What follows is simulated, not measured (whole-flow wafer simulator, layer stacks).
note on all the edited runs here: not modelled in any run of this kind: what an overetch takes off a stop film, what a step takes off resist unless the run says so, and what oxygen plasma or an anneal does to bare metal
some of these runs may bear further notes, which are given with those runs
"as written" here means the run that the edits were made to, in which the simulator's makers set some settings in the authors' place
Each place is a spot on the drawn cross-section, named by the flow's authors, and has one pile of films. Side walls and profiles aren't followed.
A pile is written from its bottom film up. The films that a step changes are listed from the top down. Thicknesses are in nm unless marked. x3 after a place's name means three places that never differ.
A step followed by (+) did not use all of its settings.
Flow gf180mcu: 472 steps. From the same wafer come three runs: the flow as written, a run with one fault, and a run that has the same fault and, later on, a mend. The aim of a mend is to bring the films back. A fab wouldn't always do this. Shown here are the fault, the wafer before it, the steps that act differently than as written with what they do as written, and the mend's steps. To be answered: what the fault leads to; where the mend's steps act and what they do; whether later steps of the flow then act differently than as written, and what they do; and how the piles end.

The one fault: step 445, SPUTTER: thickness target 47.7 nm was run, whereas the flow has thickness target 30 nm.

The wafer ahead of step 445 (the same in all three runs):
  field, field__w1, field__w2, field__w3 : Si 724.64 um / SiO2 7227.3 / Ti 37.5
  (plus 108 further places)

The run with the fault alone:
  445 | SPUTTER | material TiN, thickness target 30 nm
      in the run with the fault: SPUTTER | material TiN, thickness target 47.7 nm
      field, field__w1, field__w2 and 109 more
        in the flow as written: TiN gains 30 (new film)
        in the run with the fault: TiN gains 47.7 (new film)
  Steps further on in the flow that do not act as written (not shown: 4 more steps that differ only slightly, by at most 2% or 0.5 nm, whichever is larger):
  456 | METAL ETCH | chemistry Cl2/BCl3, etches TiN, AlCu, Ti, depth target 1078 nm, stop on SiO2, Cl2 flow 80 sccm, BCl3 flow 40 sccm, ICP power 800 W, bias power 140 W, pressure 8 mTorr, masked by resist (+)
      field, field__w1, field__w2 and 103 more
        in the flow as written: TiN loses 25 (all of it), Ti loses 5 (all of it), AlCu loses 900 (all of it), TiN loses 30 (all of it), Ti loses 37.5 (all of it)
        in the run with the fault: TiN loses 25 (all of it), Ti loses 5 (all of it), AlCu loses 900 (all of it), TiN loses 47.7 (all of it), Ti loses 37.5 (all of it)
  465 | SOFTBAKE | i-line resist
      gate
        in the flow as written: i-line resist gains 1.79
        in the run with the fault: i-line resist loses 0.22
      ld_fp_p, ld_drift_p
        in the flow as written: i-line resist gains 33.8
        in the run with the fault: i-line resist gains 27.7
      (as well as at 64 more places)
  By the end, the piles at field__w8, contact, m1, m1__w1, pad, m1_nw depart from the flow's by more than 2% or 0.5 nm, whichever is larger.
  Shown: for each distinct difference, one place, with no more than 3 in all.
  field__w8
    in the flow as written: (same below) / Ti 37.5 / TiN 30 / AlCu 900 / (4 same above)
    in the run with the fault: (same below) / Ti 37.5 / TiN 47.7 / AlCu 900 / (4 same above)
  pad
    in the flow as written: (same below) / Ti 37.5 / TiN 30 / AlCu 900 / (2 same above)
    in the run with the fault: (same below) / Ti 37.5 / TiN 47.7 / AlCu 900 / (2 same above)

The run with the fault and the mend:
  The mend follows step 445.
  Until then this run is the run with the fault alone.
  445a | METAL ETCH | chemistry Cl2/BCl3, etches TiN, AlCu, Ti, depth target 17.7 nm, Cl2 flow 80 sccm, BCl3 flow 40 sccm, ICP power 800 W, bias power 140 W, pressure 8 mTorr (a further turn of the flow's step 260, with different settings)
      field, field__w1, field__w2 and 109 more
        TiN loses 17.7
  Every later step of the flow that is run acts as written at every place that is followed.
  By the end, the piles equal the flow's at every place that both follow.
